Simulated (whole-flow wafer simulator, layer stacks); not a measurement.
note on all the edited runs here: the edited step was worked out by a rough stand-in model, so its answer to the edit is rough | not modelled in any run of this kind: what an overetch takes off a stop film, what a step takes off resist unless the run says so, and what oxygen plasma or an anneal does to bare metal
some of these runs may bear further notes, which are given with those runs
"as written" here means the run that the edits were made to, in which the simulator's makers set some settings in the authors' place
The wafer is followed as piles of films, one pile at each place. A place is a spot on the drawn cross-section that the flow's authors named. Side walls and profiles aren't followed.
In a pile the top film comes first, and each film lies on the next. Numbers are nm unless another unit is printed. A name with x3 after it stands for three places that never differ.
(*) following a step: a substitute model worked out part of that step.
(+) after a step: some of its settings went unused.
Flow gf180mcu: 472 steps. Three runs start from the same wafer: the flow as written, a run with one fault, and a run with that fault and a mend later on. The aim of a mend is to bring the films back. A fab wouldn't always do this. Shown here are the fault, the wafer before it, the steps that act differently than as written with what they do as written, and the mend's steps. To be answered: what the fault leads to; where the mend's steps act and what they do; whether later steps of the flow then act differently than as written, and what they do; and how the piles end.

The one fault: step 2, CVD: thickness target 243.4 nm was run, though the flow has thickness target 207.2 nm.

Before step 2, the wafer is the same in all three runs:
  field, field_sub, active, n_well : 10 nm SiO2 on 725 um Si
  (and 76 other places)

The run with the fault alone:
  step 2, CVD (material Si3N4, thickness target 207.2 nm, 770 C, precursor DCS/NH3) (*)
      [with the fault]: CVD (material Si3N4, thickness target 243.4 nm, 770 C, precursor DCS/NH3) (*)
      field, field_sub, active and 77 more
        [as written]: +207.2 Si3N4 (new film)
        [with the fault]: +243.4 Si3N4 (new film)
  Later steps of the flow acting differently than as written (not shown: 87 more steps that differ only slightly, by at most 2% or 0.5 nm, whichever is larger):
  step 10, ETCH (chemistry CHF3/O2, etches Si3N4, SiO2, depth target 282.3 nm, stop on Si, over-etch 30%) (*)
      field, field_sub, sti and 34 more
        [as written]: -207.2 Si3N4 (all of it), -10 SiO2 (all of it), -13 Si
        [with the fault]: -243.4 Si3N4 (all of it), -10 SiO2 (all of it), -5.78 Si
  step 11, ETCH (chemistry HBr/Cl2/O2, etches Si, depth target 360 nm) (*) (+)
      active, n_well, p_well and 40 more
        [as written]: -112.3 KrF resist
        [with the fault]: -114.7 KrF resist
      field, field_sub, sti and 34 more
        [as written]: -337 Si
        [with the fault]: -344.2 Si
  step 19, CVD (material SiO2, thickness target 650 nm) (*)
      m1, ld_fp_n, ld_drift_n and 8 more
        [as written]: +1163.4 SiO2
        [with the fault]: +1199.6 SiO2
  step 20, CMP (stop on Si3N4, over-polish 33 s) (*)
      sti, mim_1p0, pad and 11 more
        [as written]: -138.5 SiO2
        [with the fault]: -102.2 SiO2
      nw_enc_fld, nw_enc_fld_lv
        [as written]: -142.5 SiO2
        [with the fault]: -106.2 SiO2
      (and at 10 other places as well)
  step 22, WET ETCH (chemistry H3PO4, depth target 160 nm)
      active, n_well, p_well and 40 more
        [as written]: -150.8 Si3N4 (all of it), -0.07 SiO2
        [with the fault]: -160.1 Si3N4
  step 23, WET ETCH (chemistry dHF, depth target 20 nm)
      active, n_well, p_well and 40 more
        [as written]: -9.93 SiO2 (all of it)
        [with the fault]: -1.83 Si3N4
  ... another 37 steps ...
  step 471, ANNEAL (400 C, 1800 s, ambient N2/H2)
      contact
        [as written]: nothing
        [with the fault]: under 49 films: +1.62 void (new film), -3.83 Ti, +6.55 TiSi first (new film), -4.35 Si
  The piles end different from the flow's at field__w8, active, n_well and 56 more by more than 2% or 0.5 nm, whichever is larger.
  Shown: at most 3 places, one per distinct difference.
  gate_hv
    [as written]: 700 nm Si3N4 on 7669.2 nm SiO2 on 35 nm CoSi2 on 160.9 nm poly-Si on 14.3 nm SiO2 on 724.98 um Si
    [with the fault]: 700 nm Si3N4 on 7682.3 nm SiO2 on 35 nm CoSi2 on 160.9 nm poly-Si on 22.1 nm Si3N4 on 10 nm SiO2 on 725 um Si
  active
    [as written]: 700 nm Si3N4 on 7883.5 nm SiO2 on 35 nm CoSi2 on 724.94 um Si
    [with the fault]: 700 nm Si3N4 on 7883.4 nm SiO2 on 16.8 nm Si3N4 on 10 nm SiO2 on 725 um Si
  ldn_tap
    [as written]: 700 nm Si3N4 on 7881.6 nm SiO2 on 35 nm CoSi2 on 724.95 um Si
    [with the fault]: 700 nm Si3N4 on 7881.9 nm SiO2 on 18.3 nm Si3N4 on 10 nm SiO2 on 725 um Si

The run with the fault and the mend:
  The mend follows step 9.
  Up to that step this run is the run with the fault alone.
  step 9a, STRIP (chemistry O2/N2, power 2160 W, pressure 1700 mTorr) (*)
      active, n_well, p_well and 40 more
        -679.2 KrF resist (all of it)
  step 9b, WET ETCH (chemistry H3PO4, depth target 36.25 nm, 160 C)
      field, field_sub, active and 77 more
        -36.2 Si3N4
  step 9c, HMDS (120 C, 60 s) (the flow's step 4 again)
      alters no film at any place that is followed
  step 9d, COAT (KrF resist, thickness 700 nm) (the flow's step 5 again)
      field, field_sub, active and 77 more
        +700 KrF resist (new film)
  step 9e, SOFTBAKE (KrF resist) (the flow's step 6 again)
      alters no film at any place that is followed
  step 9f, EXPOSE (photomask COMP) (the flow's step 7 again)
      alters no film at any place that is followed
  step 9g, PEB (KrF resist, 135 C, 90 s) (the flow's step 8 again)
      field, field_sub, active and 77 more
        -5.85 KrF resist
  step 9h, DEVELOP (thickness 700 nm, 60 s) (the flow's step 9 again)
      active, n_well, p_well and 40 more
        -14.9 KrF resist
      field, field_sub, sti and 34 more
        -694.2 KrF resist (all of it)
  Every later step of the flow that is run acts as written, at every place that is followed, to within 2% or 0.5 nm, whichever is larger.
  The piles end the same as the flow's at every place that both follow.
